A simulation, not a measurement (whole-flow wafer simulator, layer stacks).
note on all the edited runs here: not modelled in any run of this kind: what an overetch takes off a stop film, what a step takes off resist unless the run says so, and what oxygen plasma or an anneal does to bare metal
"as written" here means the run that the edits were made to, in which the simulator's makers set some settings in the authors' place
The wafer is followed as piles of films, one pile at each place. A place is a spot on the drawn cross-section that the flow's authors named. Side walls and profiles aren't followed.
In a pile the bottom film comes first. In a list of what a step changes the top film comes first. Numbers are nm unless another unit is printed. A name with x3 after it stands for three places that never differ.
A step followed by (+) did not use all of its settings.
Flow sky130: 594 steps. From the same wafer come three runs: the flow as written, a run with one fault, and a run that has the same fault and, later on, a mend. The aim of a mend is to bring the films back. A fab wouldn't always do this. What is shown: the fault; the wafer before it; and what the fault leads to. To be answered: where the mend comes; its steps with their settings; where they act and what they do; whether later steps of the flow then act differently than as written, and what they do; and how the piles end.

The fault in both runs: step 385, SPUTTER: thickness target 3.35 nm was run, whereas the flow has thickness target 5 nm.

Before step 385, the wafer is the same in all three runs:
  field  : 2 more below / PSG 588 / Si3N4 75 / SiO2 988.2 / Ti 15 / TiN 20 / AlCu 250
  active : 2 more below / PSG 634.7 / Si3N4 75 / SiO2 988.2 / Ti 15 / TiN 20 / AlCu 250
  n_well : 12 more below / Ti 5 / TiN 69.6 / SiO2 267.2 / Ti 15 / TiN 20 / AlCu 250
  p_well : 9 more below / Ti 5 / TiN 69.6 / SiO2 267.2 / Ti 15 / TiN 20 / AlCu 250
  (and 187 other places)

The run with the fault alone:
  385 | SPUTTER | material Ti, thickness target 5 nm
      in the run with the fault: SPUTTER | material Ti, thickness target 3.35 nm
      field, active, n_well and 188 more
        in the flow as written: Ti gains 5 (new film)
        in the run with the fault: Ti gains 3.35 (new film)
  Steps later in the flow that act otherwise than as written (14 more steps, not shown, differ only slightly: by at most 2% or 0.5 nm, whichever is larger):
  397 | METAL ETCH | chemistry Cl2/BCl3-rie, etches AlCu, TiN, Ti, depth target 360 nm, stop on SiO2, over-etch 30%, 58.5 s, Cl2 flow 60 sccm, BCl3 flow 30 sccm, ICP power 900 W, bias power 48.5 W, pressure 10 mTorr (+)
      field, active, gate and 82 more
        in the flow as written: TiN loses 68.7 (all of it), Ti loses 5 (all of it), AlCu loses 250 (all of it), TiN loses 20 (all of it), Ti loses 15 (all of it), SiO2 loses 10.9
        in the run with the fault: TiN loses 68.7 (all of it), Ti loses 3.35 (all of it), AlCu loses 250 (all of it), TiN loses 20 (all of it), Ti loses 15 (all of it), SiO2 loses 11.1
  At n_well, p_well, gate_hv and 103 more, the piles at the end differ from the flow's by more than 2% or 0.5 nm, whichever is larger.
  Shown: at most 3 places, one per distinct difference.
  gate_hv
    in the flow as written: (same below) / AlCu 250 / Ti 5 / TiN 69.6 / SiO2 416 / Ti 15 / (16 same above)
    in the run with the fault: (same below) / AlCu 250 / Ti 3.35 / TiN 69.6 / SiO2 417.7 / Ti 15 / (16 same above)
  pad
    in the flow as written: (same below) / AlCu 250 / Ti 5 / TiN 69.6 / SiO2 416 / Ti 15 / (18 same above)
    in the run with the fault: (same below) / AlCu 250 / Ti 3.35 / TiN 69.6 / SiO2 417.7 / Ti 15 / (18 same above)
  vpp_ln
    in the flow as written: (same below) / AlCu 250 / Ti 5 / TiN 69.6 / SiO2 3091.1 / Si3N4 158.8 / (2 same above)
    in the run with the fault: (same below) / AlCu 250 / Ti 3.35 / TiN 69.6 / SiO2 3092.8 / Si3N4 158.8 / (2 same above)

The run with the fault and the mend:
  After step 385 comes the mend.
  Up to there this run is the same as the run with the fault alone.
  385a | SPUTTER | material Ti, thickness target 1.65 nm (the flow's step 385, run once more with other settings)
      field, active, n_well and 188 more
        Ti gains 1.65
  Every later step of the flow that is run acts as written at every place that is followed.
  The piles end the same as the flow's at every place that both follow.
